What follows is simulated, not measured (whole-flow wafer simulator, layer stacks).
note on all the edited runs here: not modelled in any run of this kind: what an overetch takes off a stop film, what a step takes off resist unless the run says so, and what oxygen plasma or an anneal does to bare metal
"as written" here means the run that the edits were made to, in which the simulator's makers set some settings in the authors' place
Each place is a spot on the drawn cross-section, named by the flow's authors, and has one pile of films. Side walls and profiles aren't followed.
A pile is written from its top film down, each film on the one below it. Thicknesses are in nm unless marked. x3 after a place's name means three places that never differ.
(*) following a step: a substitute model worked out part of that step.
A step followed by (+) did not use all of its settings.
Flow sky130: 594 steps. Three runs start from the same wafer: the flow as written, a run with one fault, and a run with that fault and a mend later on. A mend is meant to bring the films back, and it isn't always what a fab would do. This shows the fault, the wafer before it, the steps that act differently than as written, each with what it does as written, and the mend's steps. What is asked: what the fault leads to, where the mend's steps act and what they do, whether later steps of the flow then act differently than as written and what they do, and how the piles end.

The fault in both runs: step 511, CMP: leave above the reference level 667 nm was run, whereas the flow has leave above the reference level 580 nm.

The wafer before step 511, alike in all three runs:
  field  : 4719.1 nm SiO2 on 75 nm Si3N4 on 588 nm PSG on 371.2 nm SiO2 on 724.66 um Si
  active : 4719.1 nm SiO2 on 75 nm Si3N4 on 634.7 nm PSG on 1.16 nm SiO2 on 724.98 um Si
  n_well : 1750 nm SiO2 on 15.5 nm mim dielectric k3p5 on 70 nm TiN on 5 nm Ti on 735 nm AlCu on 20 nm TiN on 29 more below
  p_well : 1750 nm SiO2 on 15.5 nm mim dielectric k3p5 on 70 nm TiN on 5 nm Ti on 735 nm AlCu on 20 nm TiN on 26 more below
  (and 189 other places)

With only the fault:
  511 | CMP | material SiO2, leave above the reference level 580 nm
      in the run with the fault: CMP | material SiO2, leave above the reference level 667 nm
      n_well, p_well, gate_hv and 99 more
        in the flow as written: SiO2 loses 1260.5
        in the run with the fault: SiO2 loses 1173.5
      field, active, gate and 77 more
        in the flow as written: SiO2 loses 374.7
        in the run with the fault: SiO2 loses 287.7
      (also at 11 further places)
  Steps further on in the flow that do not act as written:
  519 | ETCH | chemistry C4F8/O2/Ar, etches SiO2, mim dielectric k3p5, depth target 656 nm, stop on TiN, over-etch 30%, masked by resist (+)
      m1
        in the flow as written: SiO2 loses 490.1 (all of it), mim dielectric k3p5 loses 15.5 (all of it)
        in the run with the fault: SiO2 loses 577.1 (all of it), mim dielectric k3p5 loses 15.5 (all of it)
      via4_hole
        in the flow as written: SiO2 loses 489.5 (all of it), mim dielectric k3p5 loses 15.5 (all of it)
        in the run with the fault: SiO2 loses 576.5 (all of it), mim dielectric k3p5 loses 15.5 (all of it)
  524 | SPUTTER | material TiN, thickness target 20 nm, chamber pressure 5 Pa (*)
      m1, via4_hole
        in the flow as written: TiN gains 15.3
        in the run with the fault: TiN gains 14.7
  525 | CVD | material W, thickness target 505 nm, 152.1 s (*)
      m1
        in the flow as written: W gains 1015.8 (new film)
        in the run with the fault: W gains 1103.3 (new film)
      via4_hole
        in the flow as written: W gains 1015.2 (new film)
        in the run with the fault: W gains 1102.7 (new film)
  At n_well, p_well, gate_hv and 120 more, the piles at the end differ from the flow's by more than 2% or 0.5 nm, whichever is larger.
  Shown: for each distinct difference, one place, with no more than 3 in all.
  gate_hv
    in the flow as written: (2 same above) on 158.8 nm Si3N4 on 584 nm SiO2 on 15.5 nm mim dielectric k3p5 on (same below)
    in the run with the fault: (2 same above) on 158.8 nm Si3N4 on 671 nm SiO2 on 15.5 nm mim dielectric k3p5 on (same below)
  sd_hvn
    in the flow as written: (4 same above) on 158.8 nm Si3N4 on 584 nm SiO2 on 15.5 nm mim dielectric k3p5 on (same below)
    in the run with the fault: (4 same above) on 158.8 nm Si3N4 on 671 nm SiO2 on 15.5 nm mim dielectric k3p5 on (same below)
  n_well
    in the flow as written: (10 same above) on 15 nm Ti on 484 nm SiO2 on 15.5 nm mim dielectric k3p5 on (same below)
    in the run with the fault: (10 same above) on 15 nm Ti on 571 nm SiO2 on 15.5 nm mim dielectric k3p5 on (same below)

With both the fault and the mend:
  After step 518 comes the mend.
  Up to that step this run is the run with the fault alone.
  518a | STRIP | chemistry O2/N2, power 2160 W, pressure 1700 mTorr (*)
      field, active, n_well and 188 more
        resist loses 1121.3 (all of it)
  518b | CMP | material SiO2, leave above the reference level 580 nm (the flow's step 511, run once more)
      field, active, n_well and 190 more
        SiO2 loses 87
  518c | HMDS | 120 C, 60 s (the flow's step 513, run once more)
      leaves every film unchanged at each place that is followed
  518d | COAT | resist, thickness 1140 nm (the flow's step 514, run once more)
      field, active, n_well and 190 more
        resist gains 1140 (new film)
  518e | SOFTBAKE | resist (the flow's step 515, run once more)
      leaves every film unchanged at each place that is followed
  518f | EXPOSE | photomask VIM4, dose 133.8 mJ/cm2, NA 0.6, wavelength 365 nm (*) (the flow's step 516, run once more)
      leaves every film unchanged at each place that is followed
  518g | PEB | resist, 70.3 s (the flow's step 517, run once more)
      field, active, n_well and 190 more
        resist loses 18.7
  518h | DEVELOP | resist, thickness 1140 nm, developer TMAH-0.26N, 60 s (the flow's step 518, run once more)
      m1, via4_hole
        resist loses 1121.3 (all of it)
  None of the later steps of the flow acts differently than as written at any place that is followed.
  The piles end the same as the flow's at every place that both follow.
